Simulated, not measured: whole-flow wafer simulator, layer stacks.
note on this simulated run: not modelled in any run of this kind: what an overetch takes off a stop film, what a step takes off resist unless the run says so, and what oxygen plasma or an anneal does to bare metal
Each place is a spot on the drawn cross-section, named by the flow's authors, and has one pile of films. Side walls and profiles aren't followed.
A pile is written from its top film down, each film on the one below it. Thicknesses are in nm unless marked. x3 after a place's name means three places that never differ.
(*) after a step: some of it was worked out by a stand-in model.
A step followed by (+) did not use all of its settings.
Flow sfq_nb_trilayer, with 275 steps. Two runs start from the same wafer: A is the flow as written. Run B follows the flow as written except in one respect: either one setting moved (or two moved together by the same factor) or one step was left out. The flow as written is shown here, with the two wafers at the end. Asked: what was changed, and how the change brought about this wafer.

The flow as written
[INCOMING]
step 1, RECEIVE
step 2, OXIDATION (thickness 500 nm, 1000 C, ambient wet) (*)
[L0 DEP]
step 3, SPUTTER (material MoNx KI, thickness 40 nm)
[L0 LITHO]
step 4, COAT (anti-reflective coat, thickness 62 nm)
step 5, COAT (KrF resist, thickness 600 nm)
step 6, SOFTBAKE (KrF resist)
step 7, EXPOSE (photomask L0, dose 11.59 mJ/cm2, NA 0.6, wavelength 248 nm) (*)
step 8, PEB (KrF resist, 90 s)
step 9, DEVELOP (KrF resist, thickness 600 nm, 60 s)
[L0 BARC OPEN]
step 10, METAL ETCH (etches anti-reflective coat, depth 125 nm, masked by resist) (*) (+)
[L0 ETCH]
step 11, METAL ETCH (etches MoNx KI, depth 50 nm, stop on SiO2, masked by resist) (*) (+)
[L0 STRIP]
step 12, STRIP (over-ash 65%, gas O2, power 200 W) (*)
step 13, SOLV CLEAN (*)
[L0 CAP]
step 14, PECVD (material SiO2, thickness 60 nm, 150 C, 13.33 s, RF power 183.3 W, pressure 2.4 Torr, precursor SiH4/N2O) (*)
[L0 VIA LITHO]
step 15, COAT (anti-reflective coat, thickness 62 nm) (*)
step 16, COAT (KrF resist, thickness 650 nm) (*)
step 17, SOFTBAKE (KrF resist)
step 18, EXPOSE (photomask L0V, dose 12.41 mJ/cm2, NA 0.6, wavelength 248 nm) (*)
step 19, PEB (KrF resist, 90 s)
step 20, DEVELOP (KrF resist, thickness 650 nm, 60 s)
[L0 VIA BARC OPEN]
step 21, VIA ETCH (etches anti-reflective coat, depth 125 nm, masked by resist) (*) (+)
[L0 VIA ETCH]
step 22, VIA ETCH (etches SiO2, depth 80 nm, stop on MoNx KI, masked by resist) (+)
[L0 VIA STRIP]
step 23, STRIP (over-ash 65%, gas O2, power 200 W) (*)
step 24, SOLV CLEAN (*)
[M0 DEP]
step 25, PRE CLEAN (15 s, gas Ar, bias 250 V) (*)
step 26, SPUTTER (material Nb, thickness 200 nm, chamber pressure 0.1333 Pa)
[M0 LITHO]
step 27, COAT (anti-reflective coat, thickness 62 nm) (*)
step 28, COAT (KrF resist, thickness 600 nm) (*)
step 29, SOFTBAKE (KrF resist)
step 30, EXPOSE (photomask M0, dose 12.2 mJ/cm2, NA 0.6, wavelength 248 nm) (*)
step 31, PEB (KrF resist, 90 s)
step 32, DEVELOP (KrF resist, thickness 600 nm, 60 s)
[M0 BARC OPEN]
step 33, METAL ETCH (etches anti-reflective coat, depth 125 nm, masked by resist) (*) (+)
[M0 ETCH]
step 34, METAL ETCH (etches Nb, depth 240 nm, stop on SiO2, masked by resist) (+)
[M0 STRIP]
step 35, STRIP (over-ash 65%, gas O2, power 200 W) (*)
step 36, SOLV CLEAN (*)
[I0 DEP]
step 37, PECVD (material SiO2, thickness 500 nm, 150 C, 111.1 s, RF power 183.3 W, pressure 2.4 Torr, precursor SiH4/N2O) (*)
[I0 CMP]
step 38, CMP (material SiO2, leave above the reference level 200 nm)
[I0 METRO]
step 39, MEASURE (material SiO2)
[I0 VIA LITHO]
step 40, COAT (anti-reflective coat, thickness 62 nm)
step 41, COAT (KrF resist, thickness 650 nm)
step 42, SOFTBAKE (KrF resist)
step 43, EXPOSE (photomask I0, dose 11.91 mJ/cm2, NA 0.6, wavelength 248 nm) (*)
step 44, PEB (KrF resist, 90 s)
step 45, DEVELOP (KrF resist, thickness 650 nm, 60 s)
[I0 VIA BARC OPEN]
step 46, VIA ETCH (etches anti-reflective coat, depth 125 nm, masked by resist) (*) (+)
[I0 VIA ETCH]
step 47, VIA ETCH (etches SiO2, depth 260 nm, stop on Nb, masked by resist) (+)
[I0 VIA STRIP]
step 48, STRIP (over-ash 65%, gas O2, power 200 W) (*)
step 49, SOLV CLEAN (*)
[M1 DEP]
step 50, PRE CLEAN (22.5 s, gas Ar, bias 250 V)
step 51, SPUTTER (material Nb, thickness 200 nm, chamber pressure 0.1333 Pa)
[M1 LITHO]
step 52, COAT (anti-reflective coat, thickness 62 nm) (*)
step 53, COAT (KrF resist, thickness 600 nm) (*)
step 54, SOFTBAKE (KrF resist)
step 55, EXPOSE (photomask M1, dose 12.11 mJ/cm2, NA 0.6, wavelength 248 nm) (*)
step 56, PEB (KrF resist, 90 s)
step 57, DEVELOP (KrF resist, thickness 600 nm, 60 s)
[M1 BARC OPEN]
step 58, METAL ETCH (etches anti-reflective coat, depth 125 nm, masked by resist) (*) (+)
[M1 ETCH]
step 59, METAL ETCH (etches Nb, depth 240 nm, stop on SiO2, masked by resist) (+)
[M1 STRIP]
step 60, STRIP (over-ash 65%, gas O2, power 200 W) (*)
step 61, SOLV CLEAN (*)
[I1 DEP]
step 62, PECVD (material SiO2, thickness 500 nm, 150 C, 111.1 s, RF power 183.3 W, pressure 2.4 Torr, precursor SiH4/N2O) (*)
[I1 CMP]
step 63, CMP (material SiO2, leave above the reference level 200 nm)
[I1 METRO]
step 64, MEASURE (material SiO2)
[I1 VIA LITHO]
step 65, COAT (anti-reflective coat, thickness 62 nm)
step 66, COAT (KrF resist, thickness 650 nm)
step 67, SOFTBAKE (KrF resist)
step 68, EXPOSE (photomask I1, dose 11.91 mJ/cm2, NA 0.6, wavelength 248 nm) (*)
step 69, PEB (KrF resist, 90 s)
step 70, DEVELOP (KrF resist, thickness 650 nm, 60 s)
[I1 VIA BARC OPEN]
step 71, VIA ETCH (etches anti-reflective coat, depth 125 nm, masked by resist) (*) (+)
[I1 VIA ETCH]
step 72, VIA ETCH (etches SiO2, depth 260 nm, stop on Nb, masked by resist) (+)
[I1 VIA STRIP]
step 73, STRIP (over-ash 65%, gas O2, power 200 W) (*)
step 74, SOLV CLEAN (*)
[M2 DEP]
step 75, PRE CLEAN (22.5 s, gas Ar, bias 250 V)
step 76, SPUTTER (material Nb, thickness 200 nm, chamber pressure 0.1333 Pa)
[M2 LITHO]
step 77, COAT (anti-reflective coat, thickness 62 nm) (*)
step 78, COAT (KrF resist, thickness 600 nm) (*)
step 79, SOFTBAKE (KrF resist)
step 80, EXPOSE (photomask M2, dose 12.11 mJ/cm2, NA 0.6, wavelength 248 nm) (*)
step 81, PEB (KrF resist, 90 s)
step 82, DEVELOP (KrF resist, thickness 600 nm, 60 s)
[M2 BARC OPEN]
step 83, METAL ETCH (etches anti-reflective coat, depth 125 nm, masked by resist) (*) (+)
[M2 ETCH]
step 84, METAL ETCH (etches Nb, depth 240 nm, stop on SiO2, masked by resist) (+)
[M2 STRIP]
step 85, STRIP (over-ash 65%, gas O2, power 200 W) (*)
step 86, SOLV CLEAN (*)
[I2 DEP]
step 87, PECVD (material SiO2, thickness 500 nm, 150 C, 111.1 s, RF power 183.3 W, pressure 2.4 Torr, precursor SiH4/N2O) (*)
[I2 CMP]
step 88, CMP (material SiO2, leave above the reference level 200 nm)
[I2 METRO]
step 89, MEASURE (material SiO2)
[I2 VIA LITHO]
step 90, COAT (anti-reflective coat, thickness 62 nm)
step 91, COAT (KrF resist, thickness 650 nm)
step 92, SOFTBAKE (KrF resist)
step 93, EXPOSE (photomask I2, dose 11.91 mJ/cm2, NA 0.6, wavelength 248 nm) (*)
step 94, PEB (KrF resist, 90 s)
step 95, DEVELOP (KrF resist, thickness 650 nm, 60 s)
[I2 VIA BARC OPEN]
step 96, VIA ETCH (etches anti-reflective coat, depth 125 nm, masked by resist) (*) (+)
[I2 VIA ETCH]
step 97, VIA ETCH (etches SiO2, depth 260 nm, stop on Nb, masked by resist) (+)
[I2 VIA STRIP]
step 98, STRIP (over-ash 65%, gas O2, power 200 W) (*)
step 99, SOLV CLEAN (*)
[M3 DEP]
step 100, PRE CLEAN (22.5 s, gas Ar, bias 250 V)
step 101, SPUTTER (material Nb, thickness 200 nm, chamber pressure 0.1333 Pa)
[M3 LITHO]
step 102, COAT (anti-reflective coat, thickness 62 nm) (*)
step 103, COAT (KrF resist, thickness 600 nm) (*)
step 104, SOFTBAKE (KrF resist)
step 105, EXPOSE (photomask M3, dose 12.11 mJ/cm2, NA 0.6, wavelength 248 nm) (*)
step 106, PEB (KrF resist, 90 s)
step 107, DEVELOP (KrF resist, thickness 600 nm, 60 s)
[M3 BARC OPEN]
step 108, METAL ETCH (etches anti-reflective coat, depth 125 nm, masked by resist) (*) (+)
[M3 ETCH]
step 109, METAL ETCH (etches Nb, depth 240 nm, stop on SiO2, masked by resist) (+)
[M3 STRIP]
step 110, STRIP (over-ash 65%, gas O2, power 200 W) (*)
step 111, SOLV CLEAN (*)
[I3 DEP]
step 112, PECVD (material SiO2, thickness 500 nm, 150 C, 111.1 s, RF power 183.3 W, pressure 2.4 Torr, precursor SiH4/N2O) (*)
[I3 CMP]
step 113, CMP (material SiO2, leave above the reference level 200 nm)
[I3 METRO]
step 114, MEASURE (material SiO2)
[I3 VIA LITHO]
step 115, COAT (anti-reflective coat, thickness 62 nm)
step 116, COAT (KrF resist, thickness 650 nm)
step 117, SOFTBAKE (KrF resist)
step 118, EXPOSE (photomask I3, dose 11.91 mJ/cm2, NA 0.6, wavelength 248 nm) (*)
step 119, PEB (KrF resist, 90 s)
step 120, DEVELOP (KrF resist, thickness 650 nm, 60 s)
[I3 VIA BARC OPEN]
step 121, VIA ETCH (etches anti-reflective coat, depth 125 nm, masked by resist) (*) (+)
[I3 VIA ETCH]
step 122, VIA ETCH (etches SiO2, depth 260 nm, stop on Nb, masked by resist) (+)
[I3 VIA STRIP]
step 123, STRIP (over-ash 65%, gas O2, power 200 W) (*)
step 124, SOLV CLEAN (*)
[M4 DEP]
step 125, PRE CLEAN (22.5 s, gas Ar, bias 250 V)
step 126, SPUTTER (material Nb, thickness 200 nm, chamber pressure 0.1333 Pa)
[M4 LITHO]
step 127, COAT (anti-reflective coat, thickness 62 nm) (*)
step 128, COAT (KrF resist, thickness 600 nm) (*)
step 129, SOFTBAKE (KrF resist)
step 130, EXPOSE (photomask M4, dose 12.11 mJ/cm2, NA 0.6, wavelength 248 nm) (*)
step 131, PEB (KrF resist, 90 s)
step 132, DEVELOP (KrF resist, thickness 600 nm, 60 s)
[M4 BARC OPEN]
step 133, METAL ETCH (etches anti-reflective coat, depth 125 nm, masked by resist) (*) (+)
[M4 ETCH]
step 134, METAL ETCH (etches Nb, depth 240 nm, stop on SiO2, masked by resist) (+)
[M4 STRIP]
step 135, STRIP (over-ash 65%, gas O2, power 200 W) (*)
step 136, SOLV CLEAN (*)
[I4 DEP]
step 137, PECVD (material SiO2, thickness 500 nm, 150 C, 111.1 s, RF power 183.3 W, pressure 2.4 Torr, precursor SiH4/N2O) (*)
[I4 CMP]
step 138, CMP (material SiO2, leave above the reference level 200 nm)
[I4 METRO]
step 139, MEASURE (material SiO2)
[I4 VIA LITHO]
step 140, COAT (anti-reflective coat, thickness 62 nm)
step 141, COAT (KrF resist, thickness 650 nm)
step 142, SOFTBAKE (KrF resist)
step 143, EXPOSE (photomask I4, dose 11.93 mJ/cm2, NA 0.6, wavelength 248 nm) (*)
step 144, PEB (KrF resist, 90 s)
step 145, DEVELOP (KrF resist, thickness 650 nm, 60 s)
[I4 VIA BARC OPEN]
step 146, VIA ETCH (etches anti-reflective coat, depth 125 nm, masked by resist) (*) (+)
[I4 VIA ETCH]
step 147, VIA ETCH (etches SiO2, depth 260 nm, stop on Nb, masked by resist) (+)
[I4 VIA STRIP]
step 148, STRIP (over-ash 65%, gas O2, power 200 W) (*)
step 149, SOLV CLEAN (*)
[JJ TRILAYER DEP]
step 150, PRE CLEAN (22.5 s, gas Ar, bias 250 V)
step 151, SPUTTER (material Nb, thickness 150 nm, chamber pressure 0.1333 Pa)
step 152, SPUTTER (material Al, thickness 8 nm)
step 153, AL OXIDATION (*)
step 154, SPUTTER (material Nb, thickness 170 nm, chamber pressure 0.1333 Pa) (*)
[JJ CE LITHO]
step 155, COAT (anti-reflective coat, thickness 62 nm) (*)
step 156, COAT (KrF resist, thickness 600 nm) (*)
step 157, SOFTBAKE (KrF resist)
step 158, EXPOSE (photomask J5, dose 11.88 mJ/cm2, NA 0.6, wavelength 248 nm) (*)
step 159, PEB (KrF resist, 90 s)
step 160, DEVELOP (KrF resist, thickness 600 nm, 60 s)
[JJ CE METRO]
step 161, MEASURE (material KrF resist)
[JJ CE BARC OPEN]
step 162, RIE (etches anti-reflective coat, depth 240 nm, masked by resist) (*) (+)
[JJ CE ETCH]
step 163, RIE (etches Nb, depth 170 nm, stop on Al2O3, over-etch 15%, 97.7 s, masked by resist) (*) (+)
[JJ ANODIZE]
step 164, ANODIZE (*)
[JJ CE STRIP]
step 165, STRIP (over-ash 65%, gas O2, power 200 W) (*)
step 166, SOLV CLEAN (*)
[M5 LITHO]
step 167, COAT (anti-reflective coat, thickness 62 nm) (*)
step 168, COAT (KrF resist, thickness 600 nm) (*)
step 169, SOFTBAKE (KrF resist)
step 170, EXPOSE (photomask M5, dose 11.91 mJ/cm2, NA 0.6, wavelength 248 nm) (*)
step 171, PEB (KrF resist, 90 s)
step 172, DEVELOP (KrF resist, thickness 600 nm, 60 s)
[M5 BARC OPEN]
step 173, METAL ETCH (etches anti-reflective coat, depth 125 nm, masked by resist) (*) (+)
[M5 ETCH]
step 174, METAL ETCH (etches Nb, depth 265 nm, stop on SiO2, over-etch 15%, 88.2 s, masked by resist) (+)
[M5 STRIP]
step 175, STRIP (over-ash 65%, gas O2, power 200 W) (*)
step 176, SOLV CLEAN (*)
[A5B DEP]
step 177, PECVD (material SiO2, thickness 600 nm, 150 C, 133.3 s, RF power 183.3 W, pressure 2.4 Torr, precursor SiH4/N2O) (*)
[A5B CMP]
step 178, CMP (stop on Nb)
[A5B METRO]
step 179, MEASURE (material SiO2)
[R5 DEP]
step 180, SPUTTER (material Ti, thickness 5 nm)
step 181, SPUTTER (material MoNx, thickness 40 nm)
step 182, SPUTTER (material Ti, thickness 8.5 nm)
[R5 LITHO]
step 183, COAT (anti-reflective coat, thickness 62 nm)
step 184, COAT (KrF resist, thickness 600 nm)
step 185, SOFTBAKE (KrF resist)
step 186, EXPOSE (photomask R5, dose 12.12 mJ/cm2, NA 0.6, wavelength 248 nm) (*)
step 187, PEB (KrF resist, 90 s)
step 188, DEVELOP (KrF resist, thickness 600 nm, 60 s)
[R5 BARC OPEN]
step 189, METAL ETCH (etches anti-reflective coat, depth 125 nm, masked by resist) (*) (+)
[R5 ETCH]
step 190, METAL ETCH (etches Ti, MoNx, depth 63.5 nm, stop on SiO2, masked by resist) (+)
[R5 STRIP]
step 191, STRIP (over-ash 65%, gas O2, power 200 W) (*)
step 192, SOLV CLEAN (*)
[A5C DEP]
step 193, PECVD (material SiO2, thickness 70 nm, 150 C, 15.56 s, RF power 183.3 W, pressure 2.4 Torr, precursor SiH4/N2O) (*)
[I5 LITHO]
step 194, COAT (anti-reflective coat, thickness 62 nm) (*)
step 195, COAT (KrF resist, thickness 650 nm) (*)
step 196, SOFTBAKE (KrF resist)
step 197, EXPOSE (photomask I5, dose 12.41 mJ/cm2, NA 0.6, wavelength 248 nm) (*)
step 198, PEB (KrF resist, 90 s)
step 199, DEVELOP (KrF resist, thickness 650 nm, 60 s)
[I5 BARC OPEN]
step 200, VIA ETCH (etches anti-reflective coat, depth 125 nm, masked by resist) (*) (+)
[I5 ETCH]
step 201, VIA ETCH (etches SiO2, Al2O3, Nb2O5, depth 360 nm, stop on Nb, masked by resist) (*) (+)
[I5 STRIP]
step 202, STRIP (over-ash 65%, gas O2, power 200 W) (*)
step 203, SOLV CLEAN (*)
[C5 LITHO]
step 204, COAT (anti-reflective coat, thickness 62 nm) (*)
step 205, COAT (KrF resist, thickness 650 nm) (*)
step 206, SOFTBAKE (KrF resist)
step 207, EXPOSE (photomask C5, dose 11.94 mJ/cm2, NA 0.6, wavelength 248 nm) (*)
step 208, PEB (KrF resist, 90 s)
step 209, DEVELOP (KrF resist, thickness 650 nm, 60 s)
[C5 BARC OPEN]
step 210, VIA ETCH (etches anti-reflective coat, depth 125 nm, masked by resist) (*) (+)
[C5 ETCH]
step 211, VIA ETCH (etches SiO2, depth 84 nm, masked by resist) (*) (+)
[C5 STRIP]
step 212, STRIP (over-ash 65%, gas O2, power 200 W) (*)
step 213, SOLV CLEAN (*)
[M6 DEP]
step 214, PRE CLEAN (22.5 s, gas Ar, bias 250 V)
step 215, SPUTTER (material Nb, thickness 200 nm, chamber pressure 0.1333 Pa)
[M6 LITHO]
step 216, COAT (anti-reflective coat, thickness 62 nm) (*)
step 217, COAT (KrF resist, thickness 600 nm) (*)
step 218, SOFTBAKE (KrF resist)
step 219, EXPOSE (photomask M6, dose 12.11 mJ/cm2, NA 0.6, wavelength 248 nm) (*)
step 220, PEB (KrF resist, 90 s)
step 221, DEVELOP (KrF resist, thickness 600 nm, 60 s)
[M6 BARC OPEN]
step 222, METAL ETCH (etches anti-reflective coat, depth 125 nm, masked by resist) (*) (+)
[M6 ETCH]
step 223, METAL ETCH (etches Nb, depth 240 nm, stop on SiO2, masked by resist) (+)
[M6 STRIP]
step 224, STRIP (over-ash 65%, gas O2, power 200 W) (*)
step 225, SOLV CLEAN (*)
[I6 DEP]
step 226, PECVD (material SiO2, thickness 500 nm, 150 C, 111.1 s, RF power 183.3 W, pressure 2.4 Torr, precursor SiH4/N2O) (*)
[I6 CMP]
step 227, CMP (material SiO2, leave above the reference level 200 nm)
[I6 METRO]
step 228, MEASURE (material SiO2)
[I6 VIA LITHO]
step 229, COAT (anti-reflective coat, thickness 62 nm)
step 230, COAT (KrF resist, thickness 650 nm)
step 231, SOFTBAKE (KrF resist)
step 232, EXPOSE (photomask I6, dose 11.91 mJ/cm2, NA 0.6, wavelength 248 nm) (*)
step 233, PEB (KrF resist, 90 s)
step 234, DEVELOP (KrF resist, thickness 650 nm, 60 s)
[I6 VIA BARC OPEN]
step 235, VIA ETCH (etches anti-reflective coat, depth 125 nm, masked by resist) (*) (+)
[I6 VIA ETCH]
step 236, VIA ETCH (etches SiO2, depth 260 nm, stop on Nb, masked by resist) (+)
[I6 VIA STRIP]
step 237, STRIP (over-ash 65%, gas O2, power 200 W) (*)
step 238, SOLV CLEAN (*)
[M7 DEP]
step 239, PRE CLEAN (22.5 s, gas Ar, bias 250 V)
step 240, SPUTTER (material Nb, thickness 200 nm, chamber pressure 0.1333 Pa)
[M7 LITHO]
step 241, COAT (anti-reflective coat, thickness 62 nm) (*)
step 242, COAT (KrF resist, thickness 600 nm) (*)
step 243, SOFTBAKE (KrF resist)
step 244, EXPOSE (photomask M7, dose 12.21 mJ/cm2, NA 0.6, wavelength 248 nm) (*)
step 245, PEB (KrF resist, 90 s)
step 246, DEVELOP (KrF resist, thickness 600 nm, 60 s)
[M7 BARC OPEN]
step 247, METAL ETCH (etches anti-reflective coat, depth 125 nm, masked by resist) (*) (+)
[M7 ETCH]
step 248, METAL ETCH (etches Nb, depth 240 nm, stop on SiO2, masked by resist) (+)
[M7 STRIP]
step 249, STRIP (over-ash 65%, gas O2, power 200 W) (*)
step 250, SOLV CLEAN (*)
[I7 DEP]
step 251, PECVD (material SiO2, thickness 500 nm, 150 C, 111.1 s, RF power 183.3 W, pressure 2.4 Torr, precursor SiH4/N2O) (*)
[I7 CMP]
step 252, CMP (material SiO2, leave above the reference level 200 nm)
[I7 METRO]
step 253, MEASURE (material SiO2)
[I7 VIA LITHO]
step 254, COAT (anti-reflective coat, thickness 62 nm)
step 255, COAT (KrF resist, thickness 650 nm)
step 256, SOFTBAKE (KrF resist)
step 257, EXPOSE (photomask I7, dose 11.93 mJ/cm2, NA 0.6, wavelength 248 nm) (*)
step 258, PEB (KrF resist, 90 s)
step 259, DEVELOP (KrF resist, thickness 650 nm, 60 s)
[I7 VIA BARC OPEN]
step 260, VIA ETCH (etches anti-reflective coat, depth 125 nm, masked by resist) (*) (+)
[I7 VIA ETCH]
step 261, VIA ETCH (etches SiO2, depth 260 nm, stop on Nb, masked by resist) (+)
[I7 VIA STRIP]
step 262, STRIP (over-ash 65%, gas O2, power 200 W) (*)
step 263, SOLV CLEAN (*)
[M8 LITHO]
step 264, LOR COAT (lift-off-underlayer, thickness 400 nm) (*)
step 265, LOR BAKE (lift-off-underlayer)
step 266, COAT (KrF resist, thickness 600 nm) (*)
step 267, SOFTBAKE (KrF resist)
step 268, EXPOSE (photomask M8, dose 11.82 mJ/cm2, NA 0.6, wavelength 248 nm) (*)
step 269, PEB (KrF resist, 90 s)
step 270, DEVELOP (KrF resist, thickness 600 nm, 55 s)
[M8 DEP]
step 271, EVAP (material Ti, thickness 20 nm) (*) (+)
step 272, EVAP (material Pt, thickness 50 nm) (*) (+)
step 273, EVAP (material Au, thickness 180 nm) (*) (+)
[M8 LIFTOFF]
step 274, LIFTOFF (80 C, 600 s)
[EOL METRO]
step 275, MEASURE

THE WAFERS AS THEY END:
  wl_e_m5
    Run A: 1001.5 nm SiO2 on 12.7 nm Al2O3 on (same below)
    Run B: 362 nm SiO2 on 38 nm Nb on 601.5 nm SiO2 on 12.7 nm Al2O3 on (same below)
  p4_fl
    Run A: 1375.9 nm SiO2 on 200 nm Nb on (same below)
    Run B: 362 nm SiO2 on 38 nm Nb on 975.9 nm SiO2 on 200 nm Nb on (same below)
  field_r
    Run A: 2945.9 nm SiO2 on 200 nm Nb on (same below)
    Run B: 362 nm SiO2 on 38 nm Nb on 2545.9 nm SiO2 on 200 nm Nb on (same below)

Cause: step 248, METAL ETCH: depth 162 nm was run, though the flow has depth 240 nm.

Step by step, how the change led to this:
  step 248, METAL ETCH (etches Nb, depth 240 nm, stop on SiO2, masked by resist) (+)
      field_l, field_r, lsp_l and 62 more: A -200 Nb (all of it) | B -162 Nb
      v_sur, via_wl, via_w and 38 more: A -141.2 KrF resist | B -95.3 KrF resist
  step 249, STRIP (over-ash 65%, gas O2, power 200 W) (*)
      wl_j_sl, wl_jj, wl_j_sr and 14 more: A -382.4 KrF resist (all of it), -62 anti-reflective coat (all of it) | B -428.3 KrF resist (all of it), -62 anti-reflective coat (all of it)
      ln_m5, lsp_m, ln_m6, lsp_r: A -381.9 KrF resist (all of it), -61.8 anti-reflective coat (all of it) | B -427.8 KrF resist (all of it), -61.8 anti-reflective coat (all of it)
      (and at 20 other places as well)
  step 251, PECVD (material SiO2, thickness 500 nm, 150 C, 111.1 s, RF power 183.3 W, pressure 2.4 Torr, precursor SiH4/N2O) (*)
      field_l, p4_fl, p4_fm and 56 more: A +500 SiO2 | B +500 SiO2 (new film)
      field_r, lsp_l: A +477.7 SiO2 | B +481.9 SiO2 (new film)
      (and at 4 other places as well)
  step 252, CMP (material SiO2, leave above the reference level 200 nm)
      field_l, p4_fl, p4_fm and 56 more: A -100 SiO2 | B -138 SiO2
      field_r, lsp_l: A -77.7 SiO2 | B -119.9 SiO2
      (and at 2 other places as well)
With metal films that touch counted as one body, wl_e_m5 has 7 bodies (between them, from the top down: SiO2 601.5 / Al2O3 12.7 / Nb2O5 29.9; SiO2 192.5; SiO2 192.5; SiO2 192.5; SiO2 192.5; SiO2 192.5); the flow as written gives 6 bodies (between them, from the top down: SiO2 192.5; SiO2 192.5; SiO2 192.5; SiO2 192.5; SiO2 192.5).
With metal films that touch counted as one body, p4_fl has 3 bodies (between them, from the top down: SiO2 975.9; SiO2 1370); the flow as written gives 2 bodies (between them, from the top down: SiO2 1370).
With metal films that touch counted as one body, field_r has 2 bodies (between them, from the top down: SiO2 2545.9); the flow as written gives 1 body.
